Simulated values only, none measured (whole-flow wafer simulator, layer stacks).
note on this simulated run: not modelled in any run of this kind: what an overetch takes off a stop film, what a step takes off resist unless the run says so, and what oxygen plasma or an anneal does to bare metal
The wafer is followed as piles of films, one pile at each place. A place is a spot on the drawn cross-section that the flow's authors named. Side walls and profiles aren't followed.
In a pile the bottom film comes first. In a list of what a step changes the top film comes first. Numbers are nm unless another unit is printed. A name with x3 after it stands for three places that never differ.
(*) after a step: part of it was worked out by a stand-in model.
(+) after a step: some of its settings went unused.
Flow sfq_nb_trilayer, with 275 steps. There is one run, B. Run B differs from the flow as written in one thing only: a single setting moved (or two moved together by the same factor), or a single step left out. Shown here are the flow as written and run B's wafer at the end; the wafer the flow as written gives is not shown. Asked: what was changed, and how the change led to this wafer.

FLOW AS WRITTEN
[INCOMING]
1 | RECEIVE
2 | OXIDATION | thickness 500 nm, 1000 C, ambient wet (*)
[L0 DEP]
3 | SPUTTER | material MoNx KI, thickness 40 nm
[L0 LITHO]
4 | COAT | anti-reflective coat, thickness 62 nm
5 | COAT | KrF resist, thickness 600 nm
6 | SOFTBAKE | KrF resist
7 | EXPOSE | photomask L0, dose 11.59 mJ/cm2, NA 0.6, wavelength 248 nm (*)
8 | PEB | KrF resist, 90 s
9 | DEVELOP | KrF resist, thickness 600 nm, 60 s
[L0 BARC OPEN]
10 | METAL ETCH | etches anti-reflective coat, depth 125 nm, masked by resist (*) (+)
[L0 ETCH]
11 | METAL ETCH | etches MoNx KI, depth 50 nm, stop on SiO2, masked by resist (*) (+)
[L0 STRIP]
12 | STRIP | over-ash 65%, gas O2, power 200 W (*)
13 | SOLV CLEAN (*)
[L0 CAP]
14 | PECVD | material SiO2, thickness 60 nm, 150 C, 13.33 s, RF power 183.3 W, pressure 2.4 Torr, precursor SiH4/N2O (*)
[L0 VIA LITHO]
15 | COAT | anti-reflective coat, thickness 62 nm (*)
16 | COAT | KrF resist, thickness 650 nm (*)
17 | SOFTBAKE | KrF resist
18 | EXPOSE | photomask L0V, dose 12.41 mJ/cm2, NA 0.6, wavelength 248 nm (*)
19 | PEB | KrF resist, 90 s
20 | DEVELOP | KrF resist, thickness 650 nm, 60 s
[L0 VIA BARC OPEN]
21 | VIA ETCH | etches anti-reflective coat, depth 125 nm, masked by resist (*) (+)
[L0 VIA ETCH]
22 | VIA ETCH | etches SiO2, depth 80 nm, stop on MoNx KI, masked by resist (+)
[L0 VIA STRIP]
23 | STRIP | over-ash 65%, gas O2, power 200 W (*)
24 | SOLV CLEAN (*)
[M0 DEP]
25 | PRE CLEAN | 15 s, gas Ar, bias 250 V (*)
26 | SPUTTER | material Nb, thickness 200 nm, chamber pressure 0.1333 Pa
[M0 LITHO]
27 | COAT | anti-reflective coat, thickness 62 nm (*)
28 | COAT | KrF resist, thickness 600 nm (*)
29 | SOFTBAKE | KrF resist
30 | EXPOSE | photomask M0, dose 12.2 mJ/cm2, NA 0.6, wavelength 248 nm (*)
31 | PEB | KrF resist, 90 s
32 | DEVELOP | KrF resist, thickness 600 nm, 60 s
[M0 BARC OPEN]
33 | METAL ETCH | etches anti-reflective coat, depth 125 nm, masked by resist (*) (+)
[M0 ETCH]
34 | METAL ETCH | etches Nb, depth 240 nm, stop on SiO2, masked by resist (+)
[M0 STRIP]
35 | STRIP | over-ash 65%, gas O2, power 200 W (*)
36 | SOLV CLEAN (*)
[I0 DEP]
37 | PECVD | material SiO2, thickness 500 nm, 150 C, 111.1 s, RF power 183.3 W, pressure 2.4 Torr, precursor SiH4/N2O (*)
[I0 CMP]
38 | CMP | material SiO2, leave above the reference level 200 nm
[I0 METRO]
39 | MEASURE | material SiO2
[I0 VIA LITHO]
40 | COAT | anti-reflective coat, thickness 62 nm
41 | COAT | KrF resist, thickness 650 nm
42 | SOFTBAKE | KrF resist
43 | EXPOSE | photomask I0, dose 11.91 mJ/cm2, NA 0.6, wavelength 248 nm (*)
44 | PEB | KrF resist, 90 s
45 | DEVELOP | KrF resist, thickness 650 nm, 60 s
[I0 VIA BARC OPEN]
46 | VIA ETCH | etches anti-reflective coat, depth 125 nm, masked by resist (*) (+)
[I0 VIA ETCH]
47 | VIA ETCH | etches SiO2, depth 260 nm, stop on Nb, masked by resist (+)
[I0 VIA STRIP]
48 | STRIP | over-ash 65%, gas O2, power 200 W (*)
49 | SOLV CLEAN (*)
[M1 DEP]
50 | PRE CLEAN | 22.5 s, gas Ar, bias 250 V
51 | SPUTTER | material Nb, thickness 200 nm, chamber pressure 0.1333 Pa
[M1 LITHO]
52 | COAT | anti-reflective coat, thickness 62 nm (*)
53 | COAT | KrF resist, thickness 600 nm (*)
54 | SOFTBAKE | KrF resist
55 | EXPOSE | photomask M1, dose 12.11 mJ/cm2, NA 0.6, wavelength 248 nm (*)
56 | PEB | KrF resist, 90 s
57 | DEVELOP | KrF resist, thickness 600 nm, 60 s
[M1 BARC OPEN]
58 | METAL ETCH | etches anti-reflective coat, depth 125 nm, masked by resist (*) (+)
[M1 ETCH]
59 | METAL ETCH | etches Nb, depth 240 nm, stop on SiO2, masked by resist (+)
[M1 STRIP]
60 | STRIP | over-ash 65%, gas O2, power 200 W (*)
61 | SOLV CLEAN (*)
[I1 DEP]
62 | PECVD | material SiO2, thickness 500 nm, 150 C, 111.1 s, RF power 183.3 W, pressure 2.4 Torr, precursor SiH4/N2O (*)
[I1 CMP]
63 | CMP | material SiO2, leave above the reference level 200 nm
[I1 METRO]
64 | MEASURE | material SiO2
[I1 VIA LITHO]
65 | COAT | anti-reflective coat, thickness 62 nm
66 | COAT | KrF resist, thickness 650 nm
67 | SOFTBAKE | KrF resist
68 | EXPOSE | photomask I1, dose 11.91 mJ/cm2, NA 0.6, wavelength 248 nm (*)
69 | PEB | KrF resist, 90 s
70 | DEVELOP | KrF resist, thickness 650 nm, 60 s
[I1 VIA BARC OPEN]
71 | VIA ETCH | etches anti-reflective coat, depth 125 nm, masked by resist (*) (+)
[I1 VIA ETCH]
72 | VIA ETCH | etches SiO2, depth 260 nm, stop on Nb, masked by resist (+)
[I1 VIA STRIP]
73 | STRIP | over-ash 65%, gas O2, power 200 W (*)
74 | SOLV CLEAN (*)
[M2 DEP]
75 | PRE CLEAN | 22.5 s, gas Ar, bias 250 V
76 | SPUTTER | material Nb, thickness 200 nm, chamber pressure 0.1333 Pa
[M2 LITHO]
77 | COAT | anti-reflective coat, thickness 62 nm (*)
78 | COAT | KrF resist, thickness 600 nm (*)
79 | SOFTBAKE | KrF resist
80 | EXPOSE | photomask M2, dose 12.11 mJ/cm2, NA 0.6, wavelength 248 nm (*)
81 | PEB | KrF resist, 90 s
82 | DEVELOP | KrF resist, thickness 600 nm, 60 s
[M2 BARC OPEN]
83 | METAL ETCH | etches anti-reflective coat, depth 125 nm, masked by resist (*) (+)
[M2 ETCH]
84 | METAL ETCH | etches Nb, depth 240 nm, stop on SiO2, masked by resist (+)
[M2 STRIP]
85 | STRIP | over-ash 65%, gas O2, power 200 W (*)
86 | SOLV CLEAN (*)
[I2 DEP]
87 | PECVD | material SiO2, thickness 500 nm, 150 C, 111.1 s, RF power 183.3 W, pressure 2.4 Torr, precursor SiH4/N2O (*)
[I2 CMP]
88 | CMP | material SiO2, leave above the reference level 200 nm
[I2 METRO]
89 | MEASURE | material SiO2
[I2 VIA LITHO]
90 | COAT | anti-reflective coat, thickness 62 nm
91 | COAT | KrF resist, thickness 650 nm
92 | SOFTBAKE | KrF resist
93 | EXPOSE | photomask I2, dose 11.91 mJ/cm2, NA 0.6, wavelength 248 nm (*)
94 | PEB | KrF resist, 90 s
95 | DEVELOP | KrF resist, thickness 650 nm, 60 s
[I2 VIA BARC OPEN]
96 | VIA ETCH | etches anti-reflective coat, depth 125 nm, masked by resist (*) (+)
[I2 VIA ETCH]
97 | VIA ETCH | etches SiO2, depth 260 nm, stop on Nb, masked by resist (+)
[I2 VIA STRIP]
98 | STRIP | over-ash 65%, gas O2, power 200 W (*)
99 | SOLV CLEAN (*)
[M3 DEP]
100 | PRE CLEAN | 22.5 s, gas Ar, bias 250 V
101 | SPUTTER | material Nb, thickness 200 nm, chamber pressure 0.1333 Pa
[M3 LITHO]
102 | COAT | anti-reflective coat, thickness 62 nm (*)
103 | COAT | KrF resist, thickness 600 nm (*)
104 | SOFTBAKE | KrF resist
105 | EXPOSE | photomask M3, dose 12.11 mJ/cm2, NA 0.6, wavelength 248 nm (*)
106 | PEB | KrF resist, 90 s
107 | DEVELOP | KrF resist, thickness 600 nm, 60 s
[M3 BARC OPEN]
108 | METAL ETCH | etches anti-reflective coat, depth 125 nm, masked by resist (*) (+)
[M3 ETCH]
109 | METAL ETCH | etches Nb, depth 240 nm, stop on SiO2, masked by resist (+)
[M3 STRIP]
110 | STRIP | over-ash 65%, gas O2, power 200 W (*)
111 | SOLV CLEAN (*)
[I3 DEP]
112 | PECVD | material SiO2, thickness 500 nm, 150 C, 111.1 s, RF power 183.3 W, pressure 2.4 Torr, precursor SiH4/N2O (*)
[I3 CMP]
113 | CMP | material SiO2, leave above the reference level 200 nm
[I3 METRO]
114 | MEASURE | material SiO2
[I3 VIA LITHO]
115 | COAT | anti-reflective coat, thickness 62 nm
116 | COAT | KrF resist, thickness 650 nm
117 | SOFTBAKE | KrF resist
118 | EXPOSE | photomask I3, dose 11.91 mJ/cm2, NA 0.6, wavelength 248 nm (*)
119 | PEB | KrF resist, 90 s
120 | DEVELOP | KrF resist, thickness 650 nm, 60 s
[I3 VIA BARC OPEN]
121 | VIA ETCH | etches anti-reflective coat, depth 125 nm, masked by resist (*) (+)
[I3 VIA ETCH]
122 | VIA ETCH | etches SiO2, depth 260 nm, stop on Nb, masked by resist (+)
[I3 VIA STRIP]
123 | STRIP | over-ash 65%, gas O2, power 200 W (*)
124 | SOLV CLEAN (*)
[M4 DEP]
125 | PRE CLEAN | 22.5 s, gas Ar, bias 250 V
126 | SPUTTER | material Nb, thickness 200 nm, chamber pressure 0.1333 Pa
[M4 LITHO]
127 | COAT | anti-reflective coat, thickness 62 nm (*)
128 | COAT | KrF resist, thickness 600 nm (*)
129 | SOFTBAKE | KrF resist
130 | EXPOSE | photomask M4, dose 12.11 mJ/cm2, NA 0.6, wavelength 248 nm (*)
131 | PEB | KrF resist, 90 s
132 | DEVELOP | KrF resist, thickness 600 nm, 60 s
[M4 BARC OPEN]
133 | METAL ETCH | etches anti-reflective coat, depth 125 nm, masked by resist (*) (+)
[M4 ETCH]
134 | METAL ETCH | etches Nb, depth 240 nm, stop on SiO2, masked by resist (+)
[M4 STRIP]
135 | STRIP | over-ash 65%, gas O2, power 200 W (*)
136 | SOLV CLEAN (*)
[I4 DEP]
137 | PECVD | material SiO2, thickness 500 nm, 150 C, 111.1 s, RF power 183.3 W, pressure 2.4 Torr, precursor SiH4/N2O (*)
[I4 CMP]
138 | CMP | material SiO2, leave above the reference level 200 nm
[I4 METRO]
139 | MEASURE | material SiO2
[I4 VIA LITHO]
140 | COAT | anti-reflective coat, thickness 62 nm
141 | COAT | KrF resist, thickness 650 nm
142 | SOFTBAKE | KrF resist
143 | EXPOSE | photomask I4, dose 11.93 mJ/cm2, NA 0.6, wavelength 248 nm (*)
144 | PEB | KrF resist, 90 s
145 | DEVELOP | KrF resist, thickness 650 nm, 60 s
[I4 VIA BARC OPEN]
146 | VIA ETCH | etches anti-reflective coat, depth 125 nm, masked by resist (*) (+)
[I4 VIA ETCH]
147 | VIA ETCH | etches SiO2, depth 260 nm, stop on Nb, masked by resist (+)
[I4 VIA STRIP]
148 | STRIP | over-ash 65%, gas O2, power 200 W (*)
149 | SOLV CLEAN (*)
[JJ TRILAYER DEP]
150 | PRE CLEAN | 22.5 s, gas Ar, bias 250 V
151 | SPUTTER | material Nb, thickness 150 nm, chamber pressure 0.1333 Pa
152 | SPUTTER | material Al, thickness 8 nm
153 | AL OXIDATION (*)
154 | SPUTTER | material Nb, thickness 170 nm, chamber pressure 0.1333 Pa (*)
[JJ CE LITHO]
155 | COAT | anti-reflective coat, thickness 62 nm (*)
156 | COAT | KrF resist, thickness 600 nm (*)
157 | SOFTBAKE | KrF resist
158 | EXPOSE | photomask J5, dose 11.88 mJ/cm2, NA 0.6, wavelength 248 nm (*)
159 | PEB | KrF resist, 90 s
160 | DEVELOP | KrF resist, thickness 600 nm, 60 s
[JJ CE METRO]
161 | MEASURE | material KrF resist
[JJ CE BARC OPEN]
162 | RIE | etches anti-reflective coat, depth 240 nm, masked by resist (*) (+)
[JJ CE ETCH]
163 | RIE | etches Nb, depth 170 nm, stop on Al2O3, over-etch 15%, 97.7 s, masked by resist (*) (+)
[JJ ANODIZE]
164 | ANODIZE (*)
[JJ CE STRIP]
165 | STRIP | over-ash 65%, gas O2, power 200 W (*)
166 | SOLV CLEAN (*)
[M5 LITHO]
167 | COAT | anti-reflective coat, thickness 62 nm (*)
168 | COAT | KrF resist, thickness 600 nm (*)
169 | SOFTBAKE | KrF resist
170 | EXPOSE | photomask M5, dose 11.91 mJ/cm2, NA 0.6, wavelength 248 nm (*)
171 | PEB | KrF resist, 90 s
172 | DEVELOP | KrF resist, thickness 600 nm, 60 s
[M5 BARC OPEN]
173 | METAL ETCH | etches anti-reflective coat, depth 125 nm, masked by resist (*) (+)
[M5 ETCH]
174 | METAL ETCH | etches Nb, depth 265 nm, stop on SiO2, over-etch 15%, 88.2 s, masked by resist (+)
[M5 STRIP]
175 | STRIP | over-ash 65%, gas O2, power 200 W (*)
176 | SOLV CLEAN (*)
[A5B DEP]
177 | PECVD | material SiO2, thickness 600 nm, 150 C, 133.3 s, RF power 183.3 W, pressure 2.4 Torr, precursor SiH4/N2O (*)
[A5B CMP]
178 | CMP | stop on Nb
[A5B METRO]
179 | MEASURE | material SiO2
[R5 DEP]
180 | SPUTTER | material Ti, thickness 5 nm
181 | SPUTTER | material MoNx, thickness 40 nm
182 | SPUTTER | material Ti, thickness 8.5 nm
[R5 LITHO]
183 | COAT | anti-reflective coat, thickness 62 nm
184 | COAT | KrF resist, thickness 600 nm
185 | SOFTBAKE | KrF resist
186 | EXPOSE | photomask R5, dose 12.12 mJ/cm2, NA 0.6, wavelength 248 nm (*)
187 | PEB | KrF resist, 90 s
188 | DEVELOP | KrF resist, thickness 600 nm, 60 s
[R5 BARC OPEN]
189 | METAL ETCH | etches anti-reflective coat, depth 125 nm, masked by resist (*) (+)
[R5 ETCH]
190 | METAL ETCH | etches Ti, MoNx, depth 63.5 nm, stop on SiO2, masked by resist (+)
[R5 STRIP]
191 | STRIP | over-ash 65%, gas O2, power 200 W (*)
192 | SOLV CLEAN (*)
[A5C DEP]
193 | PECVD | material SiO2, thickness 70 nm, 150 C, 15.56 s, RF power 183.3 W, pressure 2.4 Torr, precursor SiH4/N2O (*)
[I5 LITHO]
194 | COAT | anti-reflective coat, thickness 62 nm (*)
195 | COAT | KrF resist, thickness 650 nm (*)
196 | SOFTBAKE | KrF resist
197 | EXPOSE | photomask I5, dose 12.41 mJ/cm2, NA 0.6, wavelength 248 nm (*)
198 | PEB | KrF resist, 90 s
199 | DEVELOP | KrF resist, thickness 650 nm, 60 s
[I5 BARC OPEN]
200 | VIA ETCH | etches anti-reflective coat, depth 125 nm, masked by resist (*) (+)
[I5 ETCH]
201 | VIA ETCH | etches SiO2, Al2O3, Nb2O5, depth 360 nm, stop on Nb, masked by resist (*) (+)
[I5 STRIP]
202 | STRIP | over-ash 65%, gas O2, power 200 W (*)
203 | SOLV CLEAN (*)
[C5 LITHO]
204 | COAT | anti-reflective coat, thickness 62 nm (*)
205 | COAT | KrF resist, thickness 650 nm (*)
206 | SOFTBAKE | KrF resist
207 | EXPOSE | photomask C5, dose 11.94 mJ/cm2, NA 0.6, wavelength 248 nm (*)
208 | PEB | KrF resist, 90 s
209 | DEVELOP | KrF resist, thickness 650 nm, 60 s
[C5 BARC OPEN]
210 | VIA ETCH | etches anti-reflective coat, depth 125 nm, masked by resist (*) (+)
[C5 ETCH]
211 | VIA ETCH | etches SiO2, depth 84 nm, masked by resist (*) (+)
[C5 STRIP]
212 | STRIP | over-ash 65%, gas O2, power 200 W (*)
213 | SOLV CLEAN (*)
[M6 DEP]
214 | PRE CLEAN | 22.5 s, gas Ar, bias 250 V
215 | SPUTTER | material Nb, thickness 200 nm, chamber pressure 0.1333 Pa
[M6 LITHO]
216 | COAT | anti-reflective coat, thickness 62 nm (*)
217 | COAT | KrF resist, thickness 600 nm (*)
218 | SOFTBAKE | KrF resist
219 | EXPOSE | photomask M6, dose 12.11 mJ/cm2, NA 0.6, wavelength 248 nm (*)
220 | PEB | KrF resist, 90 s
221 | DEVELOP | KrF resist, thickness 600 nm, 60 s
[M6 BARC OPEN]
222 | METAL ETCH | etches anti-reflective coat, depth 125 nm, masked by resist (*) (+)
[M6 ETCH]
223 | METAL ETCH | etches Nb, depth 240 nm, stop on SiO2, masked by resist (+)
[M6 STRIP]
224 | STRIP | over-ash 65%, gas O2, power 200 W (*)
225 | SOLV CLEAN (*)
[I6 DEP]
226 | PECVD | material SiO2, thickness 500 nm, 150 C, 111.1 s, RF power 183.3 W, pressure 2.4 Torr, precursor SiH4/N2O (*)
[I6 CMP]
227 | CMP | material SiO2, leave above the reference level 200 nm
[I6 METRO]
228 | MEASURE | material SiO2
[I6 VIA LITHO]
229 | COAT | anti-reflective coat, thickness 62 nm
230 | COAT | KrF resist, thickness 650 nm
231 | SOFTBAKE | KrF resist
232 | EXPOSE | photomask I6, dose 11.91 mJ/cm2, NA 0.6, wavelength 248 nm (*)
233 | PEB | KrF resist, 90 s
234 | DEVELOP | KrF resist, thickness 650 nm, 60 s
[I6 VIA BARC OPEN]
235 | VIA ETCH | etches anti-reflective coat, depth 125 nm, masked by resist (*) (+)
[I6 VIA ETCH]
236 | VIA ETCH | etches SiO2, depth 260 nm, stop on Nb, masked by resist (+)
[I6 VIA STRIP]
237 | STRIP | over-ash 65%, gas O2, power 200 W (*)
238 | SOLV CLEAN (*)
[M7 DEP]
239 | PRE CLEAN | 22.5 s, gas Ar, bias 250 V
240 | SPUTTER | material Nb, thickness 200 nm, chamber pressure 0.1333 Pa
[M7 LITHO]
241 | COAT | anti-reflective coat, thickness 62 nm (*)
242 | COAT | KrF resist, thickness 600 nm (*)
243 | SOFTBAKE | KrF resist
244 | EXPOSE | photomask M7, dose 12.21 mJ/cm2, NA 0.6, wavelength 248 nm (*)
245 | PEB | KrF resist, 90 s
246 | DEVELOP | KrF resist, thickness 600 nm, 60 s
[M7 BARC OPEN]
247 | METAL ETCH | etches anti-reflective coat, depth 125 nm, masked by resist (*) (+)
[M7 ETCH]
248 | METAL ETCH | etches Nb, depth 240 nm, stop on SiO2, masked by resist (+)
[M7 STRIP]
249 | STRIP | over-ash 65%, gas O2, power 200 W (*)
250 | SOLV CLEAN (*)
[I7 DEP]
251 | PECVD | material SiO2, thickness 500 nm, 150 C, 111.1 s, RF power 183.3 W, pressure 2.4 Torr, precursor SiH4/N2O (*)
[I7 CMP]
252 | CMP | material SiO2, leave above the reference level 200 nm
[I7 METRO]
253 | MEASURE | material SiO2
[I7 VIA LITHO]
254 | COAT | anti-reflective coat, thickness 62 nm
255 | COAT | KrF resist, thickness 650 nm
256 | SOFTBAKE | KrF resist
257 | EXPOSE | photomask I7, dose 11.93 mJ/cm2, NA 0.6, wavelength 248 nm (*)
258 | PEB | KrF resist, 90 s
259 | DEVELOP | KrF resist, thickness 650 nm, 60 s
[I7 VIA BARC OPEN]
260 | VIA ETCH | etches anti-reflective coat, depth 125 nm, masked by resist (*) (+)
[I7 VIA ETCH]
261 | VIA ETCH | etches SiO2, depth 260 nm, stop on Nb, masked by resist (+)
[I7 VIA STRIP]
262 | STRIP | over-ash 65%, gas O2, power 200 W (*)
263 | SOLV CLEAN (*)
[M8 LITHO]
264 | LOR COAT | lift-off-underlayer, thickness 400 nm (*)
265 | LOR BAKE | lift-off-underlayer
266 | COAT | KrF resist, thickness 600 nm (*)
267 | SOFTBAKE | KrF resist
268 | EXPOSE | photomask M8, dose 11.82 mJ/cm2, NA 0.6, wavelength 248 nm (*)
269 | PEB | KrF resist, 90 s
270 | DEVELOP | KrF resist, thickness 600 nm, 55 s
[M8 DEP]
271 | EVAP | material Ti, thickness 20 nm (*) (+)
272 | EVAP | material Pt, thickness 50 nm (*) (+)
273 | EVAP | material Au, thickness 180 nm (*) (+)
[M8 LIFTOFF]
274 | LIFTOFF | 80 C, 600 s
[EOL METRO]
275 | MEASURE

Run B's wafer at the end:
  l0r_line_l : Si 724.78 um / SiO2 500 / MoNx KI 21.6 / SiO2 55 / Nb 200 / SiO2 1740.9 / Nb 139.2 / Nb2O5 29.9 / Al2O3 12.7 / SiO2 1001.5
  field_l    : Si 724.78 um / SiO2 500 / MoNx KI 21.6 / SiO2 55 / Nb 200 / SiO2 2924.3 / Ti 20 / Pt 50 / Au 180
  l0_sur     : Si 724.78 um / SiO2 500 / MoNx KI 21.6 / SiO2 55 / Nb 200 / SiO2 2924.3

What caused this: step 3, SPUTTER: thickness 21.6 nm was run, whereas the flow has thickness 40 nm.
One can read it off the wafer: l0r_line_l has MoNx KI 21.6, and step 3 as written asks for 40 nm.

Step by step, how the change led to this:
  3 | SPUTTER | material MoNx KI, thickness 40 nm
      field_l, v_sur, via_wl and 103 more: +21.6 MoNx KI (new film) (it would be, as written: +40 MoNx KI (new film))
  11 | METAL ETCH | etches MoNx KI, depth 50 nm, stop on SiO2, masked by resist (*) (+)
      v_sur, via_wl, via_w and 97 more: -21.6 MoNx KI (all of it) (it would be, as written: -40 MoNx KI (all of it))
      field_l, l0_sur, l0v, l0r_line_l, l0r_line_c, l0r_line_r: -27 KrF resist (it would be, as written: -41.7 KrF resist)
  12 | STRIP | over-ash 65%, gas O2, power 200 W (*)
      field_l, l0_sur, l0v, l0r_line_l, l0r_line_c, l0r_line_r: -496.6 KrF resist (all of it), -62 anti-reflective coat (all of it) (it would be, as written: -481.9 KrF resist (all of it), -62 anti-reflective coat (all of it))
  15 | COAT | anti-reflective coat, thickness 62 nm (*)
      field_l: +59 anti-reflective coat (new film) (it would be, as written: +56.7 anti-reflective coat (new film))
      v_sur: +67.5 anti-reflective coat (new film) (it would be, as written: +72.2 anti-reflective coat (new film))
      (and at 3 other places as well)
  23 | STRIP | over-ash 65%, gas O2, power 200 W (*)
      field_l: -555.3 KrF resist (all of it), -59 anti-reflective coat (all of it) (it would be, as written: -551.4 KrF resist (all of it), -56.7 anti-reflective coat (all of it))
      v_sur: -565.4 KrF resist (all of it), -67.5 anti-reflective coat (all of it) (it would be, as written: -570.5 KrF resist (all of it), -72.2 anti-reflective coat (all of it))
      (and at 3 other places as well)
  27 | COAT | anti-reflective coat, thickness 62 nm (*)
      l0r_line_l, l0r_line_c: +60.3 anti-reflective coat (new film) (it would be, as written: +59 anti-reflective coat (new film))
      field_l: +59.1 anti-reflective coat (new film) (it would be, as written: +56.9 anti-reflective coat (new film))
      (and at 5 other places as well)
  35 | STRIP | over-ash 65%, gas O2, power 200 W (*)
      l0r_line_l, l0r_line_c: -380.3 KrF resist (all of it), -60.3 anti-reflective coat (all of it) (it would be, as written: -378.6 KrF resist (all of it), -59 anti-reflective coat (all of it))
      field_l: -377.2 KrF resist (all of it), -59.1 anti-reflective coat (all of it) (it would be, as written: -372.9 KrF resist (all of it), -56.9 anti-reflective coat (all of it))
      (and at 5 other places as well)
  38 | CMP | material SiO2, leave above the reference level 200 nm
      field_l, l0_sur, l0r_line_l, l0r_line_c, l0r_line_r: -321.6 SiO2 (it would be, as written: -340 SiO2)
      l0v: -259.4 SiO2 (it would be, as written: -277.8 SiO2)
